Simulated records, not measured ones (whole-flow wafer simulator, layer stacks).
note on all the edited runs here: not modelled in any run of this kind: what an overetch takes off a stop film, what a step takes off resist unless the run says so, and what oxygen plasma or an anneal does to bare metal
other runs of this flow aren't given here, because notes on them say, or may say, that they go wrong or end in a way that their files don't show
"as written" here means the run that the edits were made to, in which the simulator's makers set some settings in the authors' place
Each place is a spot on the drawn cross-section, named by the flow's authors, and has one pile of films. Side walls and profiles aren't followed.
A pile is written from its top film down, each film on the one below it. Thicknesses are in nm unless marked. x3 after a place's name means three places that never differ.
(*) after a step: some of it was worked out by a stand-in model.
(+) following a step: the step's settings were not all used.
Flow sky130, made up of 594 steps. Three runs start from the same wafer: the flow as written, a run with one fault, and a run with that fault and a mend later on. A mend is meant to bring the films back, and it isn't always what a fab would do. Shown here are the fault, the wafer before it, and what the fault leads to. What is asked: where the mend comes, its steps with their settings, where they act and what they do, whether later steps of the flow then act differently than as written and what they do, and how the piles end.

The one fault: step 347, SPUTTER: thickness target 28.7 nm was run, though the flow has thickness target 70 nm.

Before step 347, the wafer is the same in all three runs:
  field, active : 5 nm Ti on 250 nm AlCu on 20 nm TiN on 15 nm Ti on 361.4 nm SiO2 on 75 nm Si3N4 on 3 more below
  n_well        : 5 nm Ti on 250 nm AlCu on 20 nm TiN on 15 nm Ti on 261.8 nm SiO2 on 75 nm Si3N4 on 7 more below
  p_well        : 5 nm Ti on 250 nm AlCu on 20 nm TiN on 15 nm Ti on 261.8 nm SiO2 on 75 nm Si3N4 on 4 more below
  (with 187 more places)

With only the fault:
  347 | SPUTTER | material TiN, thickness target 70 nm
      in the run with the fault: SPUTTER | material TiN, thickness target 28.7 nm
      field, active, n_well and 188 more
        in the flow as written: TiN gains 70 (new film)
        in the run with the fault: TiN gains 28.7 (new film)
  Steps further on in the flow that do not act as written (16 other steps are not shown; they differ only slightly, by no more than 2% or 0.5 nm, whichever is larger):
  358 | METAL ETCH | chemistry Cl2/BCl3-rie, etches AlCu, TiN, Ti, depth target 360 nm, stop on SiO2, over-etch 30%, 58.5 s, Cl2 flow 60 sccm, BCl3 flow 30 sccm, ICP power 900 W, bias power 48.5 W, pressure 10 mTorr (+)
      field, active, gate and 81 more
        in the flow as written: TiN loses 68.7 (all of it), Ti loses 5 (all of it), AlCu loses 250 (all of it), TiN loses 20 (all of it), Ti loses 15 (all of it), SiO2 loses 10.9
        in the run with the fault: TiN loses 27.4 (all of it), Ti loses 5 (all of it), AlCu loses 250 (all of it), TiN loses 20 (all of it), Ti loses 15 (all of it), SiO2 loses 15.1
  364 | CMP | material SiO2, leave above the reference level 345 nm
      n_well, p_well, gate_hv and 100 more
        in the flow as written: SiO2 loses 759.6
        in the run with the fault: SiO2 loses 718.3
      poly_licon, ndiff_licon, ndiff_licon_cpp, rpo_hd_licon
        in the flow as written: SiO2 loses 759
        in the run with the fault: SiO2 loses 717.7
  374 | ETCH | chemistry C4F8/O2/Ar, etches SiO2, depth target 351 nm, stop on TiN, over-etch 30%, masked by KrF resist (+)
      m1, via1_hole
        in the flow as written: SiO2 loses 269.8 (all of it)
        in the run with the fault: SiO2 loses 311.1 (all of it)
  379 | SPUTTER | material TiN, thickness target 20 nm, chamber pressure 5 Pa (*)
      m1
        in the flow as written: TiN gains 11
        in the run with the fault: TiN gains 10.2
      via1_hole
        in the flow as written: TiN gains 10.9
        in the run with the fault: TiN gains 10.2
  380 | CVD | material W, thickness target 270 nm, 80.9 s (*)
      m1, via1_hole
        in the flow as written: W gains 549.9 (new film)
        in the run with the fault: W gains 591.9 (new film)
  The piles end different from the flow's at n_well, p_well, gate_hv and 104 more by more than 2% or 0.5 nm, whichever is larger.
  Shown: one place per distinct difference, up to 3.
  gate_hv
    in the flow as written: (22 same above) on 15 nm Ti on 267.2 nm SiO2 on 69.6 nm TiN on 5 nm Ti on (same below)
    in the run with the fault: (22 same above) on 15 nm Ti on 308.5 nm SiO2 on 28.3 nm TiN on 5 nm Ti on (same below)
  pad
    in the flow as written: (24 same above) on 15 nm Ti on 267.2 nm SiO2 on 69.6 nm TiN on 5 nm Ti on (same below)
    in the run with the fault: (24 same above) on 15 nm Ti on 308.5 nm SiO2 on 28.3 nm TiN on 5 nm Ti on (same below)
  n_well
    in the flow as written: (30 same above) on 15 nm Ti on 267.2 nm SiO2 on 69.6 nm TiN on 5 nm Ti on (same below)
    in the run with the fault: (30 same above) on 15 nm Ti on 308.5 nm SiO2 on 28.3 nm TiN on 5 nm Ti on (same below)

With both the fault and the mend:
  After step 347 comes the mend.
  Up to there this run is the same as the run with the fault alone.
  347a | SPUTTER | material TiN, thickness target 41.3 nm (the flow's step 347 again, with other settings)
      field, active, n_well and 188 more
        TiN gains 41.3
  Later steps of the flow that are run all act as written at every place that is followed.
  By the end, the piles equal the flow's at every place that both follow.
